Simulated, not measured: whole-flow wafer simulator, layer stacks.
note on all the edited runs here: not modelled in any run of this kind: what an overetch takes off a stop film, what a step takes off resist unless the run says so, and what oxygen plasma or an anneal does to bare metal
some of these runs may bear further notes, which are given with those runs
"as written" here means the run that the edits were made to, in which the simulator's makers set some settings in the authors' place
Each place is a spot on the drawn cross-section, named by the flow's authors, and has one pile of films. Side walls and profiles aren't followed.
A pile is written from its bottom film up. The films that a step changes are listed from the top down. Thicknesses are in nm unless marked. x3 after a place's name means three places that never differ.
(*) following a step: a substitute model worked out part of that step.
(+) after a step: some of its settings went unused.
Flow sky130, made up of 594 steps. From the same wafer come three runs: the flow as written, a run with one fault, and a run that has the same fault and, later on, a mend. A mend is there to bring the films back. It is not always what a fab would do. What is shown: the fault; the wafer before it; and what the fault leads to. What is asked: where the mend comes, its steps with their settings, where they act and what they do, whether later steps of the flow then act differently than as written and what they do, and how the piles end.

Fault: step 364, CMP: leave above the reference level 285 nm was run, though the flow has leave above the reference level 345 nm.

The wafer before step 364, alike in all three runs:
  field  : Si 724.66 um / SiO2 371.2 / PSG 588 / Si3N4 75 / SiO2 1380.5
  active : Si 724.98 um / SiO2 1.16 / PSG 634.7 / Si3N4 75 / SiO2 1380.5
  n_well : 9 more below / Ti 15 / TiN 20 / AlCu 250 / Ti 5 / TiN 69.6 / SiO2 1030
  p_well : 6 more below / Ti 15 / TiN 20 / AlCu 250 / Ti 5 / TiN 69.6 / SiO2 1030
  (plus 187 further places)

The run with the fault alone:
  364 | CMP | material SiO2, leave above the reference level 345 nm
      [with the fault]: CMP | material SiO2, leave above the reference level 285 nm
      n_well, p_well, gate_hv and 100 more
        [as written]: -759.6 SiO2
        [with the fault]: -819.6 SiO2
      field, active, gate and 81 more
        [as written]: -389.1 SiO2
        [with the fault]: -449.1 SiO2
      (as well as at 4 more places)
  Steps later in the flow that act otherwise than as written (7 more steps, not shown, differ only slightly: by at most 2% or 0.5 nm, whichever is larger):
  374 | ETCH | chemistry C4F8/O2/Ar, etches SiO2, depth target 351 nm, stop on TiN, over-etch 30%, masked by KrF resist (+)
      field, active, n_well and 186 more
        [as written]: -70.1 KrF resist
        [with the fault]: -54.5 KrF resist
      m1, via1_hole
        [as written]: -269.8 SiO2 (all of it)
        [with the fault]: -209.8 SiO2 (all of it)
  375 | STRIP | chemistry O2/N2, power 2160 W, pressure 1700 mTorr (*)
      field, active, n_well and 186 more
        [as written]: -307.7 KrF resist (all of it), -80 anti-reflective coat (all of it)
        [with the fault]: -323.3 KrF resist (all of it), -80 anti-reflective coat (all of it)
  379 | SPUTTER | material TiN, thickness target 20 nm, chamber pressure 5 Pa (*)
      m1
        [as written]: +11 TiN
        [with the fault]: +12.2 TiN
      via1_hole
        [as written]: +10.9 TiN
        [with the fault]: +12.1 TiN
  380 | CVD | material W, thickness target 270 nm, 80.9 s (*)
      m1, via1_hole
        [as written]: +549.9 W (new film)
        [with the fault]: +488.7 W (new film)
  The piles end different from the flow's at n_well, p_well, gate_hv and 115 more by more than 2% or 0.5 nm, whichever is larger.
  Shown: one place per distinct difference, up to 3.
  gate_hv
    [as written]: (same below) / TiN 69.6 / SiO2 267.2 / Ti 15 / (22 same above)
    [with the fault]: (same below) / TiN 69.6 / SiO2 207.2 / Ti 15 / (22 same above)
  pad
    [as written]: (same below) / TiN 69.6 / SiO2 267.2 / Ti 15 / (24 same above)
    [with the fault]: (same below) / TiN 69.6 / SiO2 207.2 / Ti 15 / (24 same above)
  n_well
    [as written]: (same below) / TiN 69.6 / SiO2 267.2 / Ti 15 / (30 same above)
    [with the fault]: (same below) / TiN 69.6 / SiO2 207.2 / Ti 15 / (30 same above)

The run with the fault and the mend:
  The mend follows step 364.
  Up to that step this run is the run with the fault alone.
  364a | HDPCVD | thickness target 60 nm (*) (the flow's step 363, run once more with other settings)
      field, active, n_well and 188 more
        +60 SiO2
  None of the later steps of the flow differs from how it acts as written, at any place that is followed, by more than 2% or 0.5 nm, whichever is larger.
  The piles end the same as the flow's at every place that both follow.
